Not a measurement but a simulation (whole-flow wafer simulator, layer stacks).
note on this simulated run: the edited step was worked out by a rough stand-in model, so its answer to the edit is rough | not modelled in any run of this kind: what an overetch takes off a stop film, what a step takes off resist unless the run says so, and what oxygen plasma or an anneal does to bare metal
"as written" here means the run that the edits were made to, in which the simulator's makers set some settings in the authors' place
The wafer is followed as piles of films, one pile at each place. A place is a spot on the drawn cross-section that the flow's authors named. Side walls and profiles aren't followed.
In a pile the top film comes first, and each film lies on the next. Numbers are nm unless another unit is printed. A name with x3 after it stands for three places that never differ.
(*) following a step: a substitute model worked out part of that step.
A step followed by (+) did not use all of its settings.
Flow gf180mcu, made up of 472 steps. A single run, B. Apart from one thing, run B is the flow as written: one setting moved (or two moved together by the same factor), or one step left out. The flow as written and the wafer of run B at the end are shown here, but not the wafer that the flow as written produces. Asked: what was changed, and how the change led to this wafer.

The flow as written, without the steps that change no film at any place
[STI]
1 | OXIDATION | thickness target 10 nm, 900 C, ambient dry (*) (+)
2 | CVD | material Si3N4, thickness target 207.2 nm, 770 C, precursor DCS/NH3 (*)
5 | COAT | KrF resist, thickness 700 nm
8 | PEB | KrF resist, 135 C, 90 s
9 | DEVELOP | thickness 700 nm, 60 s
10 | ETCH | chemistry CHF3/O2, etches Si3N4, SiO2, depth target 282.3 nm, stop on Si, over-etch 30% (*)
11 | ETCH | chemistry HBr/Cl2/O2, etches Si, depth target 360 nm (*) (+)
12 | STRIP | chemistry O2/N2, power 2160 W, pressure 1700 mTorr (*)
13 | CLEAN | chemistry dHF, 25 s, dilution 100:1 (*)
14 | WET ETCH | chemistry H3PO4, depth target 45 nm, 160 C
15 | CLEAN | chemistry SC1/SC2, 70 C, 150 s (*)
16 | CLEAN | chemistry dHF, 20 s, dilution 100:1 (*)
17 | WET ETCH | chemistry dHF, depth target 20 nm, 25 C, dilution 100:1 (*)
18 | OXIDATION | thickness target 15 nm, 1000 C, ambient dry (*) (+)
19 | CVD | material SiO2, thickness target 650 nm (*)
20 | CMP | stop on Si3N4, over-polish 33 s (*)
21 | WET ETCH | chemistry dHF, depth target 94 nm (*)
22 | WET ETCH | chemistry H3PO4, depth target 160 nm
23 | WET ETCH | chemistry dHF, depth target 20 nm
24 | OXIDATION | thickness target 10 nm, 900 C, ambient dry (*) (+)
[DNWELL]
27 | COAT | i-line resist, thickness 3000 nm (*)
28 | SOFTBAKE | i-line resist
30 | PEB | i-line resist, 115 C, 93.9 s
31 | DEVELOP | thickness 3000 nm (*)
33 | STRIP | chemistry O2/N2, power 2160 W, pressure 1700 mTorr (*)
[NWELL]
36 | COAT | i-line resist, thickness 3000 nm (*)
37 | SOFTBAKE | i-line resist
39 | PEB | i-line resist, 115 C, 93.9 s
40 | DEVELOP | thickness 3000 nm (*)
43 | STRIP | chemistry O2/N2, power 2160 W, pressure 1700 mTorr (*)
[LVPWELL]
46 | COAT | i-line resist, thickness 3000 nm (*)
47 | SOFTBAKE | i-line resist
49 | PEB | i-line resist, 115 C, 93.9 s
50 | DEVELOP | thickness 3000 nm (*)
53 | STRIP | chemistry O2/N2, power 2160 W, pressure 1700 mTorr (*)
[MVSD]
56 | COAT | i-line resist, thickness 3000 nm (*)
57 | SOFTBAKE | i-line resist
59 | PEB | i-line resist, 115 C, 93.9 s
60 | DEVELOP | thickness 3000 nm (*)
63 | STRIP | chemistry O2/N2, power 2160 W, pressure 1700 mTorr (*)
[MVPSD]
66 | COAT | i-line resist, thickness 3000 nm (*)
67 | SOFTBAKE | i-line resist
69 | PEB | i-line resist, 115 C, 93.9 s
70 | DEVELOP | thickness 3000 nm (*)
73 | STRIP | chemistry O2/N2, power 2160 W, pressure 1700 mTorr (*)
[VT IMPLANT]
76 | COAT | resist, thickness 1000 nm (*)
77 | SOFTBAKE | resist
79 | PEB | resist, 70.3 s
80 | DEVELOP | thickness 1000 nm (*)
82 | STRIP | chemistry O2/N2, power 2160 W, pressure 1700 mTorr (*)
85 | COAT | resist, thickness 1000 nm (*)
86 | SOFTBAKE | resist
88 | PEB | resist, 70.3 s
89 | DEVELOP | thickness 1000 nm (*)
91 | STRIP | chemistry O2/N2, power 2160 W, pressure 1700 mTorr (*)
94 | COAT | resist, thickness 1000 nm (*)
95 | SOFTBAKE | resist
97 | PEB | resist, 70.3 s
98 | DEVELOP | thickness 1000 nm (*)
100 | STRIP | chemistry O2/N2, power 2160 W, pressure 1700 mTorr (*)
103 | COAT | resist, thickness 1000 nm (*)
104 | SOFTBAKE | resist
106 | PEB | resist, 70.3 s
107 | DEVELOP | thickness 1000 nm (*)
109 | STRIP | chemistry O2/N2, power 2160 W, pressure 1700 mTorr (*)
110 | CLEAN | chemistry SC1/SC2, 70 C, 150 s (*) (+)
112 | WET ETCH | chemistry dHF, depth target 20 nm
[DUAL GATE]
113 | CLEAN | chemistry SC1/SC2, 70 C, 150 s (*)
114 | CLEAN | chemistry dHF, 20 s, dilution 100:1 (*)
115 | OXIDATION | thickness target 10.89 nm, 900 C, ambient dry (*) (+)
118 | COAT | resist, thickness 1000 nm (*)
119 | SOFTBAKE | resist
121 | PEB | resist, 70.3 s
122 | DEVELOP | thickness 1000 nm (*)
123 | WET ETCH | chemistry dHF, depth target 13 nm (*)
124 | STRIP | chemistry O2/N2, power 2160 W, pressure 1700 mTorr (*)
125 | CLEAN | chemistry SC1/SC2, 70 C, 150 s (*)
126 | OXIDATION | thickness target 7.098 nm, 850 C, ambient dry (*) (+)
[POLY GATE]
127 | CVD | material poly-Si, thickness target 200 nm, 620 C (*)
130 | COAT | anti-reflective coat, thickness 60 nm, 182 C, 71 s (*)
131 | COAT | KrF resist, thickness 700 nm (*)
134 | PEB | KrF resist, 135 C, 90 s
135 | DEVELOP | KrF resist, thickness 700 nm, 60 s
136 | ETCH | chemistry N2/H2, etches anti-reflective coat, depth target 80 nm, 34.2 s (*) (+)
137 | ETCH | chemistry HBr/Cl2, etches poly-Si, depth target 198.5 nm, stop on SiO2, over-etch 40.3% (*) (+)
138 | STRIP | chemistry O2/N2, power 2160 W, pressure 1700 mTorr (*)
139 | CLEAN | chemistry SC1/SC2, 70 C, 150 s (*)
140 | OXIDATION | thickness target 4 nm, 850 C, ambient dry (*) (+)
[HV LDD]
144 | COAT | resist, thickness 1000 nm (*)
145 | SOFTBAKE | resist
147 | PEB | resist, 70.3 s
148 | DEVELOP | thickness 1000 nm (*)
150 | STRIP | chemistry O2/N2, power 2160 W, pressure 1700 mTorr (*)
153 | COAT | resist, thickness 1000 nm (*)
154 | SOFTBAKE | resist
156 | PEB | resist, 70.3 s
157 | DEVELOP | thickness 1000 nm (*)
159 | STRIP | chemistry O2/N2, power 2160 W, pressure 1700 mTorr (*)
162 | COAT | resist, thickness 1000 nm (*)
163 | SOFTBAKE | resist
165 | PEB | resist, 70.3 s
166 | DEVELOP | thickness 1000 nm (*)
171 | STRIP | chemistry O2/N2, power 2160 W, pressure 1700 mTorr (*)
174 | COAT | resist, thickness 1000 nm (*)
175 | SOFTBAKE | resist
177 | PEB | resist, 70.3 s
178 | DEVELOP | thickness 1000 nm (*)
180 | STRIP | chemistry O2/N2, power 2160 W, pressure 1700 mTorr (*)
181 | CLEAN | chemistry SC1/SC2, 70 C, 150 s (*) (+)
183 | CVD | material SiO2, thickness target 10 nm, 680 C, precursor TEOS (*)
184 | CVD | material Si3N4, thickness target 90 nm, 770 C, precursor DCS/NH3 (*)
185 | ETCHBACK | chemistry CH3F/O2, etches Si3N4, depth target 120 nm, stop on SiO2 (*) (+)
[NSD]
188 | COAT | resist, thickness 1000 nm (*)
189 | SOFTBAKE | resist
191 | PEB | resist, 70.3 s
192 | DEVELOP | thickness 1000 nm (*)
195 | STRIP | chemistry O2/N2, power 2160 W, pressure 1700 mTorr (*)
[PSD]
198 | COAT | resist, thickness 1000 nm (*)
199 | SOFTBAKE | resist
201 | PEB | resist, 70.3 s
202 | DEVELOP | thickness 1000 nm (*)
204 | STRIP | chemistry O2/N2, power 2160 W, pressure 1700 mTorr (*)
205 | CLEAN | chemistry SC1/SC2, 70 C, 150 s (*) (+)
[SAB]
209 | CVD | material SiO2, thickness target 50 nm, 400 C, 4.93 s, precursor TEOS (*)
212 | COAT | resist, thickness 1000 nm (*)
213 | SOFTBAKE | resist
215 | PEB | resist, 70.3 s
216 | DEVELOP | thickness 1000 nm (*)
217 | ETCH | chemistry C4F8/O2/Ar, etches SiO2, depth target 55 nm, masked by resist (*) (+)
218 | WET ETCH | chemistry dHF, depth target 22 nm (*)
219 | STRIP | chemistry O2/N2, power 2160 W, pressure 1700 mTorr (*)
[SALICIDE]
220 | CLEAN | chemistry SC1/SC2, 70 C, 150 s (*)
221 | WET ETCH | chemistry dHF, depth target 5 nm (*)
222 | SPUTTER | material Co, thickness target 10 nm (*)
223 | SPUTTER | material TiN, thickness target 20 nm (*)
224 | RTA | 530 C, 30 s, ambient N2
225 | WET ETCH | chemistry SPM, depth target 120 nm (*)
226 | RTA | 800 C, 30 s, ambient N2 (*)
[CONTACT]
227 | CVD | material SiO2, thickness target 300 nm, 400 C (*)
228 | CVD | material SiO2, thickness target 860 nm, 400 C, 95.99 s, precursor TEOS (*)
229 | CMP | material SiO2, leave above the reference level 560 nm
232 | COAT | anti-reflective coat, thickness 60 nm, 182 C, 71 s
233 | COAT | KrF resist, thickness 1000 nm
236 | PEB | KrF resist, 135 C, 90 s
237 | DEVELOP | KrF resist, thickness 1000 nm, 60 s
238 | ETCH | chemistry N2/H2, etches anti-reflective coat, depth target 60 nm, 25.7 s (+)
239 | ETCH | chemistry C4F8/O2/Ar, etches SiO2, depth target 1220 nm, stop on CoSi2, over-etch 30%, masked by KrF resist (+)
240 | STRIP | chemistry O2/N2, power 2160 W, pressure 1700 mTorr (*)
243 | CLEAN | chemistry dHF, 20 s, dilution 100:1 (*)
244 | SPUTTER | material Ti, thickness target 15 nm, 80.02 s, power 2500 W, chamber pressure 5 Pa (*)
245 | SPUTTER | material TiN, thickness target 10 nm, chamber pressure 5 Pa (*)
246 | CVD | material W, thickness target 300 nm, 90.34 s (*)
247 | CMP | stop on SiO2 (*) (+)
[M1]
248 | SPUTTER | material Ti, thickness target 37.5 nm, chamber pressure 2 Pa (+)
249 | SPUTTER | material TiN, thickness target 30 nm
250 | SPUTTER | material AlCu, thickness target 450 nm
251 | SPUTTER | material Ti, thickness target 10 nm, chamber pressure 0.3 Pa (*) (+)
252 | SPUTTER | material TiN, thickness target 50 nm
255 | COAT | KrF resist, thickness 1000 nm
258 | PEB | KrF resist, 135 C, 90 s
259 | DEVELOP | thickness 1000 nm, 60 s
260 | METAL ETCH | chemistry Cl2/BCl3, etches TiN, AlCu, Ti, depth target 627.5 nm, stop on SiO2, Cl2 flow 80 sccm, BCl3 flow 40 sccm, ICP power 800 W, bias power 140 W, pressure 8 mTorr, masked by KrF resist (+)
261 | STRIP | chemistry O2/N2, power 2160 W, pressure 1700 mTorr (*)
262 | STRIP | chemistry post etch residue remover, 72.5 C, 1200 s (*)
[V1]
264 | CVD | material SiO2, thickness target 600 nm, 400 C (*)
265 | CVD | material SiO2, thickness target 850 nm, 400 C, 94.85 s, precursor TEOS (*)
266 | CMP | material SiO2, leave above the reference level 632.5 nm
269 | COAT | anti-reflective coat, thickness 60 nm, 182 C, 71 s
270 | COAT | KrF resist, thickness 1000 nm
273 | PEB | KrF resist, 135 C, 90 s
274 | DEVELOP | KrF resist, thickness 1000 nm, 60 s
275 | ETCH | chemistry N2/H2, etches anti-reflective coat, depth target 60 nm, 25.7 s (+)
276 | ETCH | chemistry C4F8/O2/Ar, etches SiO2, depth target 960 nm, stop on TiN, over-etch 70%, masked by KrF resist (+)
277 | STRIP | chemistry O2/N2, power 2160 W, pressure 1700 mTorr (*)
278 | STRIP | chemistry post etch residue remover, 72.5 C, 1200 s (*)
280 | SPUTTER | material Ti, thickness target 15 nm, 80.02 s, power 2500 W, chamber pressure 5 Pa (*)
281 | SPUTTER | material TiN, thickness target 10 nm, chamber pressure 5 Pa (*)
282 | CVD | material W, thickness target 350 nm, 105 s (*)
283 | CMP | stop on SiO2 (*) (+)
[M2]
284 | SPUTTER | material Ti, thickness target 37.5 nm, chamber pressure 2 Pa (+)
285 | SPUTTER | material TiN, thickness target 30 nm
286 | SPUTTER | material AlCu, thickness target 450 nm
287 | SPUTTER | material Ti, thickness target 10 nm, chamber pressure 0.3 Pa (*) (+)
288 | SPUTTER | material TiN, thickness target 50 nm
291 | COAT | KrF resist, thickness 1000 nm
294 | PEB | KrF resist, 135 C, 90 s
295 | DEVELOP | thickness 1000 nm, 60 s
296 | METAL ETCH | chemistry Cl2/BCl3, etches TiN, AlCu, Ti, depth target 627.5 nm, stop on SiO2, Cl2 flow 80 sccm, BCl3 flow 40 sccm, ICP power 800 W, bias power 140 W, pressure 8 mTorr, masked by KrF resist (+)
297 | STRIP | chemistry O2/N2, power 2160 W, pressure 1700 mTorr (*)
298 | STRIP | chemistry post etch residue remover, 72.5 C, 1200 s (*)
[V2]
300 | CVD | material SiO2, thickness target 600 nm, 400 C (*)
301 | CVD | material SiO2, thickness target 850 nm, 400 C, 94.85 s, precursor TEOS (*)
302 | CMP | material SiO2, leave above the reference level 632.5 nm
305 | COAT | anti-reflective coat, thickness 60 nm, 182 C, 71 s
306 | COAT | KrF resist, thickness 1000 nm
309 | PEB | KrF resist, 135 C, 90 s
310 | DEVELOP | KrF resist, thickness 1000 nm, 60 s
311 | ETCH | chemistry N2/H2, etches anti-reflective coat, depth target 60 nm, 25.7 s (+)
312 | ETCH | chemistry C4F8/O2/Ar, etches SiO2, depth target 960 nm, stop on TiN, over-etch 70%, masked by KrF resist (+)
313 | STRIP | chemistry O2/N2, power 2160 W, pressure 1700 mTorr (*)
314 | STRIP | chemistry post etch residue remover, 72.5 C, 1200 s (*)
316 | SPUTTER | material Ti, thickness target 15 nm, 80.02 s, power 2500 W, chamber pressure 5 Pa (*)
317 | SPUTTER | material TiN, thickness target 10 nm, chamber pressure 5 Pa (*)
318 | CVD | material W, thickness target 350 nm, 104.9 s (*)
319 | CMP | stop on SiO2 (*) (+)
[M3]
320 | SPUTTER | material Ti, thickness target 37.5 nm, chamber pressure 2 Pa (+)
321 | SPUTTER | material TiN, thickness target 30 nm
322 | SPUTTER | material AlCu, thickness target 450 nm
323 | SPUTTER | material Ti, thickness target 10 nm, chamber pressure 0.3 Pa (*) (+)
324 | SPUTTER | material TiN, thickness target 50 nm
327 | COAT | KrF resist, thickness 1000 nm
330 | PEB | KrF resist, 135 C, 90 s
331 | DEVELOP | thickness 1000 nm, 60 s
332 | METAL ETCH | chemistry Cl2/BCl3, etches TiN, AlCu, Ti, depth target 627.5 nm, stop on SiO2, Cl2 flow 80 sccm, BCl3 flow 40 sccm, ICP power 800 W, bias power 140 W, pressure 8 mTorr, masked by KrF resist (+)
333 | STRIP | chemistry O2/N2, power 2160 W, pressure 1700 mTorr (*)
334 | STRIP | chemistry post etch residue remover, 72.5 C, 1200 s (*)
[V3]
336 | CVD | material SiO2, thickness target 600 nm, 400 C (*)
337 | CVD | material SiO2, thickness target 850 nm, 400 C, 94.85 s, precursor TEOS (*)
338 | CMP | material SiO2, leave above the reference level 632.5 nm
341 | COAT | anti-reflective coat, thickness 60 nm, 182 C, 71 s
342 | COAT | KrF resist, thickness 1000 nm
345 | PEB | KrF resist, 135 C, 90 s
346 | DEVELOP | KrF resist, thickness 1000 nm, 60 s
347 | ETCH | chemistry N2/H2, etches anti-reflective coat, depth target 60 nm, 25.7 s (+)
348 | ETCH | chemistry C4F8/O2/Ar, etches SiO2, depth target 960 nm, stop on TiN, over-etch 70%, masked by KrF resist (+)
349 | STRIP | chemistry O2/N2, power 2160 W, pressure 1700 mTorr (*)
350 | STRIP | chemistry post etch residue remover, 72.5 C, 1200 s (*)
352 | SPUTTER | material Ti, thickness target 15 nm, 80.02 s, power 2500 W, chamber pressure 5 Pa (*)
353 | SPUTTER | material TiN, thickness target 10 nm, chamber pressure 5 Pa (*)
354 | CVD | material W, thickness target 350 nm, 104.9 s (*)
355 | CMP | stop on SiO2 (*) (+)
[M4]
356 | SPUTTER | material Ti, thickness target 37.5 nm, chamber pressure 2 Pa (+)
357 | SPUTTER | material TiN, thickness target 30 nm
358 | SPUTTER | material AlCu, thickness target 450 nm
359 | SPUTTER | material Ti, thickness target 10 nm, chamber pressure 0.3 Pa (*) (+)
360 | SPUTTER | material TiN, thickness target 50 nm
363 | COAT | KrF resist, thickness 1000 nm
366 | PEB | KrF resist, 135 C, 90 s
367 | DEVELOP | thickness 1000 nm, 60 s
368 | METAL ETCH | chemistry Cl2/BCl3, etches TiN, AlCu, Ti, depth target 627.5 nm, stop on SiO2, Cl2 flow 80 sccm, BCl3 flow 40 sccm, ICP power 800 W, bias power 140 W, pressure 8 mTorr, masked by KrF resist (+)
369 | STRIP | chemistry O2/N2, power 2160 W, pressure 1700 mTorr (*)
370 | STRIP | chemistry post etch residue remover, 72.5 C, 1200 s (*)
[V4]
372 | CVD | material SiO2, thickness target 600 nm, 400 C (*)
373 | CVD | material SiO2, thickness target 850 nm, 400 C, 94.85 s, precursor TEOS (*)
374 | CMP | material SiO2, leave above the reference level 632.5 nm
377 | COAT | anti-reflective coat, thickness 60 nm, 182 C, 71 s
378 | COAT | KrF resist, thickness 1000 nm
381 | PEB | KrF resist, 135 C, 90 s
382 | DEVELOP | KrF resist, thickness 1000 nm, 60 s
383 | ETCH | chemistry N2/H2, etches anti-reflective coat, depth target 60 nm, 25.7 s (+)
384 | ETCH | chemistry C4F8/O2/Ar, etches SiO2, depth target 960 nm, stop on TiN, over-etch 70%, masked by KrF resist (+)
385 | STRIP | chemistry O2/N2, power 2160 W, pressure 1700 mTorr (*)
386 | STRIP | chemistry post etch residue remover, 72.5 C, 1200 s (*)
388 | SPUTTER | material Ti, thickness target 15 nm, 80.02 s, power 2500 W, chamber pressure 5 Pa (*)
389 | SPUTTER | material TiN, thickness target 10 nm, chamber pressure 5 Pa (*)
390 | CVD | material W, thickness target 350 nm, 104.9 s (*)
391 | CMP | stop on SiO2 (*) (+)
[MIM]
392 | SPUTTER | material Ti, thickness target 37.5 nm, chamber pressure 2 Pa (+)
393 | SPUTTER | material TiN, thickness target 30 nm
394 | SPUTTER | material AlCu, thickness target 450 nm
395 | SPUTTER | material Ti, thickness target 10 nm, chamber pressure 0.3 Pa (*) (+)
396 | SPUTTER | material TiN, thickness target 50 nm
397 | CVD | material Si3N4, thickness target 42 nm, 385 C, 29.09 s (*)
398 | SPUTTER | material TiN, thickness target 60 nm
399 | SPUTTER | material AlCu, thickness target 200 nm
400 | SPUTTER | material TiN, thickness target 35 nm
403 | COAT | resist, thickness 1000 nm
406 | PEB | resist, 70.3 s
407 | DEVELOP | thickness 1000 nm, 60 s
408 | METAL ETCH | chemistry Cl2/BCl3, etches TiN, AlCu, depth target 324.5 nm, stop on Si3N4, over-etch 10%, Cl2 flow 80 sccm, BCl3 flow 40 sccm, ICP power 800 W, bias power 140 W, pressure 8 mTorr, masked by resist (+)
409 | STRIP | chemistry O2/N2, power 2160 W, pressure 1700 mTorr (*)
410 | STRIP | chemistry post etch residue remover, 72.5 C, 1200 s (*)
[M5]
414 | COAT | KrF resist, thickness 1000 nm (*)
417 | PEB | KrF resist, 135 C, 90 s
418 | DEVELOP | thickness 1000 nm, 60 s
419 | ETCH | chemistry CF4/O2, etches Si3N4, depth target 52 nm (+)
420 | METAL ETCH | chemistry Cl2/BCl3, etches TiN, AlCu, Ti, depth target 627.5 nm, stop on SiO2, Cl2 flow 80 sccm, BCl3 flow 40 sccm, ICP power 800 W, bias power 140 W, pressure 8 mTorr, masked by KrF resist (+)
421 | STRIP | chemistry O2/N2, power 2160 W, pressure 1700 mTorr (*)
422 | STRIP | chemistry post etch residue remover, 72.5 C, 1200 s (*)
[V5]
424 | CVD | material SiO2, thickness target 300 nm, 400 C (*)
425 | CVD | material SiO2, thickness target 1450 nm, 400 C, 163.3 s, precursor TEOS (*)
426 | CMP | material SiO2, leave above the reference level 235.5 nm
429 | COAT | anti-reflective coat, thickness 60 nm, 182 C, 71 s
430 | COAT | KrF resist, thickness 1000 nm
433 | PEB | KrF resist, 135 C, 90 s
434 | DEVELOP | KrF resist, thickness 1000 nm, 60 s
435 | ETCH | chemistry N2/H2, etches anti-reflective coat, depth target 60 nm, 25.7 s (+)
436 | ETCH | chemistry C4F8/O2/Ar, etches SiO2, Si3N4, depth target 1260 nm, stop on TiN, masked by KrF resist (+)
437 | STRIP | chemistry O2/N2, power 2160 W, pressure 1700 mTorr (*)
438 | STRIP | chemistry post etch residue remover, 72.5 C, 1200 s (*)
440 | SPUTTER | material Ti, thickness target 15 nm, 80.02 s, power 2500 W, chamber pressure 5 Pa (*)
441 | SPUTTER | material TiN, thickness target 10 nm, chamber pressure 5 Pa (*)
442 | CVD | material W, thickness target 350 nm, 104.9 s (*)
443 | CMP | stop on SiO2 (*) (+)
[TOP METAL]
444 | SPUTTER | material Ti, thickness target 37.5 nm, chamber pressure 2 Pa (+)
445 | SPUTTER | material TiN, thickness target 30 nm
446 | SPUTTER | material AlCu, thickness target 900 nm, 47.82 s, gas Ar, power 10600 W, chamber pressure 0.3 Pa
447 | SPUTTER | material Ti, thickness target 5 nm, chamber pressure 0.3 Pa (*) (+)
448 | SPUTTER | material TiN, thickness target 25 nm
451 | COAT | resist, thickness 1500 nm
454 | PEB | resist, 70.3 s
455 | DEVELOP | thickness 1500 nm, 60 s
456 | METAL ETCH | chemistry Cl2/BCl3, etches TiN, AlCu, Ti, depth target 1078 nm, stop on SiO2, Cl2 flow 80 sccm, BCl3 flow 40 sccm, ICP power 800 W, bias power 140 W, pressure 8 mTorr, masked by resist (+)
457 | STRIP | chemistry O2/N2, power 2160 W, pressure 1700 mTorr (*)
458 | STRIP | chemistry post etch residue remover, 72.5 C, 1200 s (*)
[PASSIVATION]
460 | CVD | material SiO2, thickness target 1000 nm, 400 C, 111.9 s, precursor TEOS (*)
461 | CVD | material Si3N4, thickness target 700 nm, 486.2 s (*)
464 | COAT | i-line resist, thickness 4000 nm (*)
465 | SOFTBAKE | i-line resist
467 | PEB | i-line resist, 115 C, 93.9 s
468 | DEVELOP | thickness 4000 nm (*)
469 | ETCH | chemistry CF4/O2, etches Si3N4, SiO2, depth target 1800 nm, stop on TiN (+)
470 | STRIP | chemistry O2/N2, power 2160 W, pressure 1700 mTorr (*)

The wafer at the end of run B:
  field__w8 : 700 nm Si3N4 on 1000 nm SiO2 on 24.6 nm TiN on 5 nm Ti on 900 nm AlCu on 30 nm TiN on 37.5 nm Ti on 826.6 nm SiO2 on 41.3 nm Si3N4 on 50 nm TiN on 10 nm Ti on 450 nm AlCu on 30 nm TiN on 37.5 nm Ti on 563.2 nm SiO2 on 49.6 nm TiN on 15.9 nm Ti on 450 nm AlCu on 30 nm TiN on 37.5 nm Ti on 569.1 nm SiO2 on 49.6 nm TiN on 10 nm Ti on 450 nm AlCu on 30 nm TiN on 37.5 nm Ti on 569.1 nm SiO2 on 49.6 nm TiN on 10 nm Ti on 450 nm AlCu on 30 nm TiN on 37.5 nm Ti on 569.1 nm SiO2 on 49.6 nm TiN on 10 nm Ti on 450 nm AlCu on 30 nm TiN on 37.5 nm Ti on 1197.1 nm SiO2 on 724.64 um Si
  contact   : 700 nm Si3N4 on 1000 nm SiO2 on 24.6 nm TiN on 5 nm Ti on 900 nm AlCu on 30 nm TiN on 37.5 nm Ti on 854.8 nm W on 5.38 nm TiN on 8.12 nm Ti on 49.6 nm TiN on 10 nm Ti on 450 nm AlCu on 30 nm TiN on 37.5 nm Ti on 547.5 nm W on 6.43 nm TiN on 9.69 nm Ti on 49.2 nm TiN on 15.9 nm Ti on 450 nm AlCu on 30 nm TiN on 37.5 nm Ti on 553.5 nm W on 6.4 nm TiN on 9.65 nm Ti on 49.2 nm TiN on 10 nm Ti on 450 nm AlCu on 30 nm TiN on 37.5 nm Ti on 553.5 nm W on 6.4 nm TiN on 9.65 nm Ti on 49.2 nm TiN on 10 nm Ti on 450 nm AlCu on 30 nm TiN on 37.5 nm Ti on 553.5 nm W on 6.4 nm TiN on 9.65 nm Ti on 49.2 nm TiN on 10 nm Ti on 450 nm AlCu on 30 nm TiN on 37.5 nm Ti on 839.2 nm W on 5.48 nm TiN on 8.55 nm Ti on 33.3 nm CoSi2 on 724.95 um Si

Cause: step 359, SPUTTER: thickness target 15.9 nm was run, whereas the flow has thickness target 10 nm.
One can read it off the wafer: field__w8 has Ti 15.9, and step 359 as written asks for 10 nm.

The path from the change to this, step by step:
  359 | SPUTTER | material Ti, thickness target 10 nm, chamber pressure 0.3 Pa (*) (+)
      field, field__w1, field__w2 and 108 more: +15.9 Ti (new film) (it would be, as written: +10 Ti (new film))
  368 | METAL ETCH | chemistry Cl2/BCl3, etches TiN, AlCu, Ti, depth target 627.5 nm, stop on SiO2, Cl2 flow 80 sccm, BCl3 flow 40 sccm, ICP power 800 W, bias power 140 W, pressure 8 mTorr, masked by KrF resist (+)
      field, field__w1, field__w2 and 103 more: -50 TiN (all of it), -15.9 Ti (all of it), -450 AlCu (all of it), -30 TiN (all of it), -37.5 Ti (all of it) (it would be, as written: -50 TiN (all of it), -10 Ti (all of it), -450 AlCu (all of it), -30 TiN (all of it), -37.5 Ti (all of it))
